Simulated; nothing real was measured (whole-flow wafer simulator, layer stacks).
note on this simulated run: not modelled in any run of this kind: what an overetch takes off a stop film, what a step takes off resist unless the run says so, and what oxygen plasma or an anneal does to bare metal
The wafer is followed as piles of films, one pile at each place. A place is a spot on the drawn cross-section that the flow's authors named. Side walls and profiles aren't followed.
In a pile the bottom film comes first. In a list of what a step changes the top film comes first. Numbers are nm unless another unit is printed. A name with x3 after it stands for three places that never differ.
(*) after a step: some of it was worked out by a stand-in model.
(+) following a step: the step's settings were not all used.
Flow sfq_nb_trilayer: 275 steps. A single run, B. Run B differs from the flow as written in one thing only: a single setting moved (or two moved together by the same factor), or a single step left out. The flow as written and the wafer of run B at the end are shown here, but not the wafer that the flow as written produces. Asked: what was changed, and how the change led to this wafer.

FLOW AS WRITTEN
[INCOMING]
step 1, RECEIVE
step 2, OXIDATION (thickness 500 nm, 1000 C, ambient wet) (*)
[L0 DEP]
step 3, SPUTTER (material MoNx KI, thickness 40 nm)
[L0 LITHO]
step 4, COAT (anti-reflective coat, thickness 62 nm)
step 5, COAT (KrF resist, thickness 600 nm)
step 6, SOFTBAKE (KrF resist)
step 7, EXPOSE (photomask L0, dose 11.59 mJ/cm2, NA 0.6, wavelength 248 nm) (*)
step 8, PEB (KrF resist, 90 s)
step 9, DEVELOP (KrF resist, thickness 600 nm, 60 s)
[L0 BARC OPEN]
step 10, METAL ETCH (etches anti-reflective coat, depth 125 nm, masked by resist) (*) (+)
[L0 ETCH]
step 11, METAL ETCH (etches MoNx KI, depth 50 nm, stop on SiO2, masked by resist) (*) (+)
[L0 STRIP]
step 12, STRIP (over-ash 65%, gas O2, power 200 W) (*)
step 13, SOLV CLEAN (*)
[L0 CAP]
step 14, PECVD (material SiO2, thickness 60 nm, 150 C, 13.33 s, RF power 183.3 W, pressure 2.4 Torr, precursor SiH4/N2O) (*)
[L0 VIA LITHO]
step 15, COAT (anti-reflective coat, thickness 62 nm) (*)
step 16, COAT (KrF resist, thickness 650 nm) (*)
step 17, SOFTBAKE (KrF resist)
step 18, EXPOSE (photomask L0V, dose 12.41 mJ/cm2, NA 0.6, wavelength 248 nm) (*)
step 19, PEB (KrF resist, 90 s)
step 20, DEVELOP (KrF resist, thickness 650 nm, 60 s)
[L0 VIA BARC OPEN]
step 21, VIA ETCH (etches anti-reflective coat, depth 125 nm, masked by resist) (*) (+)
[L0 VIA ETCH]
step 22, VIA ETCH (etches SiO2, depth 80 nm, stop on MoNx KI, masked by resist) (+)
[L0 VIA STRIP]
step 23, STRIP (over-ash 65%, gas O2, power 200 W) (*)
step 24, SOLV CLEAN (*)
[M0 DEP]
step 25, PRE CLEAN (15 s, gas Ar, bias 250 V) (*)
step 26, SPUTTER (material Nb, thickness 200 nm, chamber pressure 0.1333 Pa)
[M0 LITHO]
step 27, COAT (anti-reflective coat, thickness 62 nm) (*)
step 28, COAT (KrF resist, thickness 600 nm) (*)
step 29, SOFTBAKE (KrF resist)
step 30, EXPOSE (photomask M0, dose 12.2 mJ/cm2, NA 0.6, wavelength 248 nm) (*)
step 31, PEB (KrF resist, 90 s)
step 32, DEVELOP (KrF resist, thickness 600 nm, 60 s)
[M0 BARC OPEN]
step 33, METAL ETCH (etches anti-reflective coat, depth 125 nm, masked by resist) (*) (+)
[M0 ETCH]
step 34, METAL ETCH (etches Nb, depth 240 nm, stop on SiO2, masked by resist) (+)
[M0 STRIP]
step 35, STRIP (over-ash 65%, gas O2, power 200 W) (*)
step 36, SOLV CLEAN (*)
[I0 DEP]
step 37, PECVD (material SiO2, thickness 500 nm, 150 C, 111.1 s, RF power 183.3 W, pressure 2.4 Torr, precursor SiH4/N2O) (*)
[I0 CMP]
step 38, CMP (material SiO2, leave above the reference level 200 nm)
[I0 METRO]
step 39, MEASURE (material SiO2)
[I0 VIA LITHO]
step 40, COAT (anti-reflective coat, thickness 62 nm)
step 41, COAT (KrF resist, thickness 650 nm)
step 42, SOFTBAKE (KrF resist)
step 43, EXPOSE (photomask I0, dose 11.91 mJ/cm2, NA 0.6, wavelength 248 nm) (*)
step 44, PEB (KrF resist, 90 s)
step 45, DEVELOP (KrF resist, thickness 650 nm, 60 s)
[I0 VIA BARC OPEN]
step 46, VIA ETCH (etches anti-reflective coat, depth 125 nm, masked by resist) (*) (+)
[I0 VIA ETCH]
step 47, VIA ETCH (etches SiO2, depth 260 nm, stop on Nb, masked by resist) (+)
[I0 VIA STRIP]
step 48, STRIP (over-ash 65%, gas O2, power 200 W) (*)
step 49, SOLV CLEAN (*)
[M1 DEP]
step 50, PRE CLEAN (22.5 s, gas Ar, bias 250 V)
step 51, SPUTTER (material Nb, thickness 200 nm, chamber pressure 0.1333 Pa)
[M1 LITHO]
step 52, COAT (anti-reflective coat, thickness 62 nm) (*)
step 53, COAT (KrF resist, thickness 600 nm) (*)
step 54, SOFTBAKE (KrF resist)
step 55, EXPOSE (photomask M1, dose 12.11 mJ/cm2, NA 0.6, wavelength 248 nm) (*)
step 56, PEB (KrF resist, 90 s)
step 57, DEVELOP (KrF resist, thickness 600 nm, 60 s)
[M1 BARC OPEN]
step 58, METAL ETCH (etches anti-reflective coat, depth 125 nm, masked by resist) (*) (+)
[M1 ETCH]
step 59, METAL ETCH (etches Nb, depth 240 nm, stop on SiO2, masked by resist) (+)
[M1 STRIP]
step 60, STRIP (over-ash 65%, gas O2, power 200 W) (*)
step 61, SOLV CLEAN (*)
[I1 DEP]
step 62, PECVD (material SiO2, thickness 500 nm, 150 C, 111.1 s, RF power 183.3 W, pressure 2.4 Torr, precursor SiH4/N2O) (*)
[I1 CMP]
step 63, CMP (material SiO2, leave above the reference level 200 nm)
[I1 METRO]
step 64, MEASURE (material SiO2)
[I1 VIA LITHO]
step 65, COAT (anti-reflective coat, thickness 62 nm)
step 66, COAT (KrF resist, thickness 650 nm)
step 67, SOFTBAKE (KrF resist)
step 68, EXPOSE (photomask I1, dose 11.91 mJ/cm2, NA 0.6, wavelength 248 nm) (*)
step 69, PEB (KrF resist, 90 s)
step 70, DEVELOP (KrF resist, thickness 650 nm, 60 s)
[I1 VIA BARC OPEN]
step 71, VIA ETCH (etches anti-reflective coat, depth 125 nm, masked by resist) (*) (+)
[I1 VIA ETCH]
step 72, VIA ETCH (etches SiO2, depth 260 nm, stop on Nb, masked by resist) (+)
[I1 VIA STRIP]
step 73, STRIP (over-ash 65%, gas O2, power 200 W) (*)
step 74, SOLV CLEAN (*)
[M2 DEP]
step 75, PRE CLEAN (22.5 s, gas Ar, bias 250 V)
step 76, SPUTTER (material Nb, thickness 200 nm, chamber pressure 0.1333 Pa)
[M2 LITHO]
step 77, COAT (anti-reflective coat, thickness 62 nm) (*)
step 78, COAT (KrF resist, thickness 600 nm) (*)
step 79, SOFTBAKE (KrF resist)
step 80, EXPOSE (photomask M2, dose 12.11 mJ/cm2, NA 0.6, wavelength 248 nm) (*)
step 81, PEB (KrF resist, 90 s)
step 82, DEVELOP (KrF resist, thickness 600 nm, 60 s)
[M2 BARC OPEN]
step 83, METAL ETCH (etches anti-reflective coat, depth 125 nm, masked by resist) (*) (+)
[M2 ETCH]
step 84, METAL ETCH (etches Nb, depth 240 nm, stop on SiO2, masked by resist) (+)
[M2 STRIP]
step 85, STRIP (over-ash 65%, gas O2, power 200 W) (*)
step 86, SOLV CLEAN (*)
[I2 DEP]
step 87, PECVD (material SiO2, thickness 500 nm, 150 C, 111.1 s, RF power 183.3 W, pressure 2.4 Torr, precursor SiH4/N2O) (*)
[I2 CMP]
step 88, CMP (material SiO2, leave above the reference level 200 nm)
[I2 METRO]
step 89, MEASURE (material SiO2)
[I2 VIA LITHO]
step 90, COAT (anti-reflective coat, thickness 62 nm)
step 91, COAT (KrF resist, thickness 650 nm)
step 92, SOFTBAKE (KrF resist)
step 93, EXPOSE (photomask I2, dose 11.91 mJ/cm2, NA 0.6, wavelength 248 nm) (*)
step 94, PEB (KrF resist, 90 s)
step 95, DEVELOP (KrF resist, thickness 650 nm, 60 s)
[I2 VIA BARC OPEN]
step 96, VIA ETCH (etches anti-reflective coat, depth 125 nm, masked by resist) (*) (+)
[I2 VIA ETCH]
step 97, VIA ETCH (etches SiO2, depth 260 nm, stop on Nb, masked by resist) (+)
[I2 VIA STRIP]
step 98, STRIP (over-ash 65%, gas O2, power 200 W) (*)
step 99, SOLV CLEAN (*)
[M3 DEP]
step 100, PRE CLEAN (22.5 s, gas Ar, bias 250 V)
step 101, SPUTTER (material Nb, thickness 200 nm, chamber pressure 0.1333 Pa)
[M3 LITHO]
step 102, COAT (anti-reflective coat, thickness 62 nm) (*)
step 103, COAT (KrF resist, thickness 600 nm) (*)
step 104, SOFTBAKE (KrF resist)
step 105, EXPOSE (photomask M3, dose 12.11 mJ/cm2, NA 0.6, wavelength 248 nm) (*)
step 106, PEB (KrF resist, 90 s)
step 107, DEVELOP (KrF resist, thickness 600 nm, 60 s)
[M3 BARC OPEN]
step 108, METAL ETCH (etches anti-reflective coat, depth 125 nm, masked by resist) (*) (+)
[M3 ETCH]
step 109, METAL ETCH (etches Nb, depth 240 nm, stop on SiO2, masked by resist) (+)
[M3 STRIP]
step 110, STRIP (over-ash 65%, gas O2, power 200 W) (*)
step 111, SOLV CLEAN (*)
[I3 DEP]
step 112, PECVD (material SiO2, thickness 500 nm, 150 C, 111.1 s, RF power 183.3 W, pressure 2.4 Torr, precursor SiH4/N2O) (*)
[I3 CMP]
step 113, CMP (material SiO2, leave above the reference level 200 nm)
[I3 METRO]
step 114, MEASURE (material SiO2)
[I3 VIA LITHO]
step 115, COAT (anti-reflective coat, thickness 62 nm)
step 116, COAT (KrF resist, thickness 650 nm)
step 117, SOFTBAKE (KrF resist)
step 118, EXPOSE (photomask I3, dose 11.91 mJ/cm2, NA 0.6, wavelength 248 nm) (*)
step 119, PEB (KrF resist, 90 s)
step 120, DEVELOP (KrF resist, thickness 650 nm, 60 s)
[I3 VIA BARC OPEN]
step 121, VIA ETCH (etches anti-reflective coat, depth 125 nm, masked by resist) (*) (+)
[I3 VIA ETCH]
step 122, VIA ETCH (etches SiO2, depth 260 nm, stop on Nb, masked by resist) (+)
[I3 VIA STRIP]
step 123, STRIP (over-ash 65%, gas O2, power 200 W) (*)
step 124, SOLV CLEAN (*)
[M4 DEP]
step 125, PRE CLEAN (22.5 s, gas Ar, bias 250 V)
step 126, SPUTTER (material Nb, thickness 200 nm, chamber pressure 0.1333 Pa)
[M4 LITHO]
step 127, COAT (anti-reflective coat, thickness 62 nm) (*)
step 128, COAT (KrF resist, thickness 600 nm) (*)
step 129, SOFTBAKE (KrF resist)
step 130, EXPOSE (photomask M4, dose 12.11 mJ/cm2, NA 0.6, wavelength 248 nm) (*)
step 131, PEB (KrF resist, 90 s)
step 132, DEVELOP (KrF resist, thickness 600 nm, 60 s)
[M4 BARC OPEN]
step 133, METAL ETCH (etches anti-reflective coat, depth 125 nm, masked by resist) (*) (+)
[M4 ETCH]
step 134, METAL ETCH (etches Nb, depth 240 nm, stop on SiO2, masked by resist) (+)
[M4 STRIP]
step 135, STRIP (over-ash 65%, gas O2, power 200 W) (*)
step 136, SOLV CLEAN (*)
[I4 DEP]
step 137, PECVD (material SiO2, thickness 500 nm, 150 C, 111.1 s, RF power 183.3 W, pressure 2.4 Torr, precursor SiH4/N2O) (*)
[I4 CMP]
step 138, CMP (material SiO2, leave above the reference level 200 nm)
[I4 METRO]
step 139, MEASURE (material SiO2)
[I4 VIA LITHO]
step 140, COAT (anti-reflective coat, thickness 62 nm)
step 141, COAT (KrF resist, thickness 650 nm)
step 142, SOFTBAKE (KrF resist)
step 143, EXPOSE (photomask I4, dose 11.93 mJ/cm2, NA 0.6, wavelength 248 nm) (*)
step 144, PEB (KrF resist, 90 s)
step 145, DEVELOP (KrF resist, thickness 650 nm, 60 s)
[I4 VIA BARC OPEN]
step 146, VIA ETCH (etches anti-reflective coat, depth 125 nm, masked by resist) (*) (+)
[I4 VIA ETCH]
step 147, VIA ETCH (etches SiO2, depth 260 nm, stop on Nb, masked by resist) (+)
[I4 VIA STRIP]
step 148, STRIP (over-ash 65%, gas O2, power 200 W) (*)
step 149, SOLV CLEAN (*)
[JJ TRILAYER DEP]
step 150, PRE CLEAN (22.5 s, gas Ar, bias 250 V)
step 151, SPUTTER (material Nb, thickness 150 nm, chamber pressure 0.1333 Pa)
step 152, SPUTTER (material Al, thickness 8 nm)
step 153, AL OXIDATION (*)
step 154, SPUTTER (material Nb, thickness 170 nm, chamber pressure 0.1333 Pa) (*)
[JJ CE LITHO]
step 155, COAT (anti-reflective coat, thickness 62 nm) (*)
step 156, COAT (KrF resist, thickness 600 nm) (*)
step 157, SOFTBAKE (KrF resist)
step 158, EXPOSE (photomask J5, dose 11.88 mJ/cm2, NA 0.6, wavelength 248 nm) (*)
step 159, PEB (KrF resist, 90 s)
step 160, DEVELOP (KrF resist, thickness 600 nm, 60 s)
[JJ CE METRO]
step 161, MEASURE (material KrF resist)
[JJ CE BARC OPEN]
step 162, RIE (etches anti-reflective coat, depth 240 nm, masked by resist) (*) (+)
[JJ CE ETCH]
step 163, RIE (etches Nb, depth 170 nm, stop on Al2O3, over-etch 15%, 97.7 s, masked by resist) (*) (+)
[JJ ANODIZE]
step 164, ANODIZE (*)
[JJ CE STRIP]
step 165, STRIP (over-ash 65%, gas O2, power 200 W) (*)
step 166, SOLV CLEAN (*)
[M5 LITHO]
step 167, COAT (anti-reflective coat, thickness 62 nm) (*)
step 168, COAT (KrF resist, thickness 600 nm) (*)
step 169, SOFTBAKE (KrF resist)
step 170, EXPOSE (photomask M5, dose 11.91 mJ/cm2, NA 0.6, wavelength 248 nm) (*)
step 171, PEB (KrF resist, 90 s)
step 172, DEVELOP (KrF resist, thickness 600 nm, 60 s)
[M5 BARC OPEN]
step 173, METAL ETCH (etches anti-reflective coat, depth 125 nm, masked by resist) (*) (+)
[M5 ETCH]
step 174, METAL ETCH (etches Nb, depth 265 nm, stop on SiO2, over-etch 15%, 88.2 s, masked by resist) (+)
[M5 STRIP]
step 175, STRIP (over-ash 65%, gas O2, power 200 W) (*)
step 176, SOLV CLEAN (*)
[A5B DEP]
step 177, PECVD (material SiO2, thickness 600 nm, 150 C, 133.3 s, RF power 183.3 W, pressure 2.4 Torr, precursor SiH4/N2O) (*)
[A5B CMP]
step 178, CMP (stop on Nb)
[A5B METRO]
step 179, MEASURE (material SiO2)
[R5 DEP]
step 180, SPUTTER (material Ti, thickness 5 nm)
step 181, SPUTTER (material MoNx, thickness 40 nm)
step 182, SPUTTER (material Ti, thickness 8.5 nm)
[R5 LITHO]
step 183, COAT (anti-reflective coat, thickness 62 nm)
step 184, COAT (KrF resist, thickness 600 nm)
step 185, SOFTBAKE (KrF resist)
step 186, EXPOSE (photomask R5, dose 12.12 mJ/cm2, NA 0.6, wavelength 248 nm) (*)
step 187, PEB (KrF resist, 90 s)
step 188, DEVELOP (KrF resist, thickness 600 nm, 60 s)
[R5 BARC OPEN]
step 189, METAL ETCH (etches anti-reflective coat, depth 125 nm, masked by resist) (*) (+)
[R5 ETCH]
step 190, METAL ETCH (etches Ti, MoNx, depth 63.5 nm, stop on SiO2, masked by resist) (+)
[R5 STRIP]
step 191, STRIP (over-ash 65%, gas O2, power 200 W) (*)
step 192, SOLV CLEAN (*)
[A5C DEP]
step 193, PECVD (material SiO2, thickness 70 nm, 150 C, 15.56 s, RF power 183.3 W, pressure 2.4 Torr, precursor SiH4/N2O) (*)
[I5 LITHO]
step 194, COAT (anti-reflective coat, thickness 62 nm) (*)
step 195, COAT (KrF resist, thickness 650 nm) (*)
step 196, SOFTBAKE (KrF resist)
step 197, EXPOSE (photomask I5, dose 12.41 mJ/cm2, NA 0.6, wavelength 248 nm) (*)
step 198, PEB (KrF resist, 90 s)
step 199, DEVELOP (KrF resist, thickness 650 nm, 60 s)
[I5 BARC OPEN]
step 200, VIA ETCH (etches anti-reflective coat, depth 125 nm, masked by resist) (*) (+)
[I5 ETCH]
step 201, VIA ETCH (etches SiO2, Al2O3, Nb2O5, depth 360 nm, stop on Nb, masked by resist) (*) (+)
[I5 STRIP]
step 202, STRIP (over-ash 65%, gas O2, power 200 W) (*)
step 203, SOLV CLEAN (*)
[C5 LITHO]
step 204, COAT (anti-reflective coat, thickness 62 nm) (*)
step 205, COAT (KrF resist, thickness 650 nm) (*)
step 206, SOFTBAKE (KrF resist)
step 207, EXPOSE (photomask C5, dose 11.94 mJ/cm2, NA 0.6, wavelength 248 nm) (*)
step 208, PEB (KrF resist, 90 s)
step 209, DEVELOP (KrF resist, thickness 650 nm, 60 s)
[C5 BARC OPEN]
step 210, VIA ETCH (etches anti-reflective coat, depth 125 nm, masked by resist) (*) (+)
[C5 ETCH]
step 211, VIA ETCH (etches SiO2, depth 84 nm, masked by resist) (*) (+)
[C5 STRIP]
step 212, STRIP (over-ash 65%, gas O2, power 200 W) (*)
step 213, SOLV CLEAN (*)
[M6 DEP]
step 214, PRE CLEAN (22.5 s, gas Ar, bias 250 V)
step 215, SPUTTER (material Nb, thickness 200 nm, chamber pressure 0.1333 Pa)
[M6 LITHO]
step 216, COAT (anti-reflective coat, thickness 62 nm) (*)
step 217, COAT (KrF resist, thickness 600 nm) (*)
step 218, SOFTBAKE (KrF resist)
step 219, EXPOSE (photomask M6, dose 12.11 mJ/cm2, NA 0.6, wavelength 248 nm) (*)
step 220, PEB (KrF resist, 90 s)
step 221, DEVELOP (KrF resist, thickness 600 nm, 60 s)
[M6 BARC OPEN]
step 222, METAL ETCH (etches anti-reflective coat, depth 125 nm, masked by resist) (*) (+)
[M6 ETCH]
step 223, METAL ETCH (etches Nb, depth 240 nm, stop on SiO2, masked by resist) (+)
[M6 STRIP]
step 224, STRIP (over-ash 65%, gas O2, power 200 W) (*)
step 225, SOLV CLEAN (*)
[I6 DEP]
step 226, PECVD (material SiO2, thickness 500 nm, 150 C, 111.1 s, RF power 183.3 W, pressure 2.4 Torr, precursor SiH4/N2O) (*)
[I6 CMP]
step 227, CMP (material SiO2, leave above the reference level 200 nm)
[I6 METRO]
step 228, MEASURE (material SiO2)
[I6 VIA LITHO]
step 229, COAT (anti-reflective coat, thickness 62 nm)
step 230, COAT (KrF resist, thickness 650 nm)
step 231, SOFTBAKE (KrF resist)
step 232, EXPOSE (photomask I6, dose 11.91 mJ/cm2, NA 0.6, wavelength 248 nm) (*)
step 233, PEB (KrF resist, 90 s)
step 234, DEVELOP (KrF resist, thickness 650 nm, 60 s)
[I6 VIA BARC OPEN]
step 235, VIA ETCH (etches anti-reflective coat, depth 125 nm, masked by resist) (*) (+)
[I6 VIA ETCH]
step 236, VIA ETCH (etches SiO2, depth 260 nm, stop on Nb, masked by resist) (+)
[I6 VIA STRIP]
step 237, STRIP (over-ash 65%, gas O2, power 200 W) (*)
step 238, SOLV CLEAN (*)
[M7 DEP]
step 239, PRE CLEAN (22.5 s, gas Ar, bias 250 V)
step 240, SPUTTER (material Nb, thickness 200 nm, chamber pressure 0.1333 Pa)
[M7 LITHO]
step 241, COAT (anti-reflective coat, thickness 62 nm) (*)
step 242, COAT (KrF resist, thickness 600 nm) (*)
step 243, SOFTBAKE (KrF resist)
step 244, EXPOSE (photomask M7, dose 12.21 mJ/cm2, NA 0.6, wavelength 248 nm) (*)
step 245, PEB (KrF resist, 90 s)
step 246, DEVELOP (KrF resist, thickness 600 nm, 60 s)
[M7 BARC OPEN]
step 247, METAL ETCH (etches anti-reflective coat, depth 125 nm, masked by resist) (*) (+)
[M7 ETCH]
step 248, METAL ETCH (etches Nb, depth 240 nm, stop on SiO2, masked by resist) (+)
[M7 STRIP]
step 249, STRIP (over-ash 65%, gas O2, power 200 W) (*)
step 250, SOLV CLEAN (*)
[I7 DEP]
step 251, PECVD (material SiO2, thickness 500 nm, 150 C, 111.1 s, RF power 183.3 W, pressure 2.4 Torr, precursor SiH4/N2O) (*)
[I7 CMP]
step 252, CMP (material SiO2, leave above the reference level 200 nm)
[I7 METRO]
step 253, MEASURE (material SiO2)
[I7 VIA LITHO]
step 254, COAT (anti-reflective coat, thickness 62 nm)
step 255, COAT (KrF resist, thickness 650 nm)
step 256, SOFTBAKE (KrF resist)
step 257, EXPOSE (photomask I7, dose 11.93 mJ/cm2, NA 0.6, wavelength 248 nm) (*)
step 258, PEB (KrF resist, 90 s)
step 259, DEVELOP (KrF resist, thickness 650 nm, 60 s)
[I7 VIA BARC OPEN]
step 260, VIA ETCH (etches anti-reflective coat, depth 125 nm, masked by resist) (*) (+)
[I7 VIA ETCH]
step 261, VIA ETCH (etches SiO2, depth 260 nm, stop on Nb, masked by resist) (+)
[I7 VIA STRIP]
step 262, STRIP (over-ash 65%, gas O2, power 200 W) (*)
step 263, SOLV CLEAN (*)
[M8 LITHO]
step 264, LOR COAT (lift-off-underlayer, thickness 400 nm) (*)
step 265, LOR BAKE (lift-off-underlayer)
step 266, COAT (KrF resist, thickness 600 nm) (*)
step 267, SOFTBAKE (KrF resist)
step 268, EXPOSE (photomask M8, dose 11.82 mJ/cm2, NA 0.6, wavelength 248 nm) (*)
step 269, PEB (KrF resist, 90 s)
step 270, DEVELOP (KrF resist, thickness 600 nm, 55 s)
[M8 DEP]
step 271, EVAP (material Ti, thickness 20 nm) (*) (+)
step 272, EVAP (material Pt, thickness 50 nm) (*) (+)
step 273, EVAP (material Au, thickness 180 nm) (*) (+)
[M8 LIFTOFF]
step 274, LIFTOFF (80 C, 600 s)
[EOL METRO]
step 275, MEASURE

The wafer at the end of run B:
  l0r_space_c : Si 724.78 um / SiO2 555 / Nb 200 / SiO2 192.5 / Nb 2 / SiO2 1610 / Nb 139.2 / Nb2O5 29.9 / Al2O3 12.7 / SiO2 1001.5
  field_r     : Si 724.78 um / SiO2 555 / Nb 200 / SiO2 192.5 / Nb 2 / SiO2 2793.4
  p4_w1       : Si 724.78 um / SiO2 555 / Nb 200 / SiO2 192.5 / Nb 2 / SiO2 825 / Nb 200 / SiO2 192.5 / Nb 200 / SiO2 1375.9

The reason: step 51, SPUTTER: thickness 242 nm was run, while the flow as written has thickness 200 nm.

How this came from the change, step by step:
  step 51, SPUTTER (material Nb, thickness 200 nm, chamber pressure 0.1333 Pa)
      field_l, v_sur, via_wl and 102 more: +242 Nb (new film) (as written it would have been: +200 Nb (new film))
      via_w: +211.7 Nb (as written it would have been: +174.5 Nb)
  step 52, COAT (anti-reflective coat, thickness 62 nm) (*)
      via_wl: +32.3 anti-reflective coat (new film) (as written it would have been: +33.8 anti-reflective coat (new film))
      via_wr: +33.6 anti-reflective coat (new film) (as written it would have been: +34.9 anti-reflective coat (new film))
  step 59, METAL ETCH (etches Nb, depth 240 nm, stop on SiO2, masked by resist) (+)
      field_l, be, be_sur and 79 more: -240 Nb (as written it would have been: -200 Nb (all of it))
  step 60, STRIP (over-ash 65%, gas O2, power 200 W) (*)
      via_wl: -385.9 KrF resist (all of it), -32.3 anti-reflective coat (all of it) (as written it would have been: -385.5 KrF resist (all of it), -33.8 anti-reflective coat (all of it))
      via_wr: -384.8 KrF resist (all of it), -33.6 anti-reflective coat (all of it) (as written it would have been: -384.4 KrF resist (all of it), -34.9 anti-reflective coat (all of it))
  step 62, PECVD (material SiO2, thickness 500 nm, 150 C, 111.1 s, RF power 183.3 W, pressure 2.4 Torr, precursor SiH4/N2O) (*)
      field_l, be, be_sur and 72 more: +500 SiO2 (new film) (as written it would have been: +500 SiO2)
      lsp_m, ln_m6, lsp_r, l0_sur, l0v: +493.9 SiO2 (new film) (as written it would have been: +494.9 SiO2)
      (as well as at 3 more places)
  step 63, CMP (material SiO2, leave above the reference level 200 nm)
      field_l, be, be_sur and 72 more: -60 SiO2 (as written it would have been: -100 SiO2)
      lsp_m, ln_m6, lsp_r, l0_sur, l0v: -53.9 SiO2 (as written it would have been: -94.9 SiO2)
      (as well as at 1 more place)
If metal films that touch count as one body, l0r_space_c has 3 bodies (between them, from the top down: SiO2 1610; SiO2 192.5); the flow as written gives 2 bodies (between them, from the top down: SiO2 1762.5).
If metal films that touch count as one body, field_r has 2 bodies (between them, from the top down: SiO2 192.5); the flow as written gives 1 body.
If metal films that touch count as one body, p4_w1 has 4 bodies (between them, from the top down: SiO2 192.5; SiO2 825; SiO2 192.5); the flow as written gives 3 bodies (between them, from the top down: SiO2 192.5; SiO2 977.5).
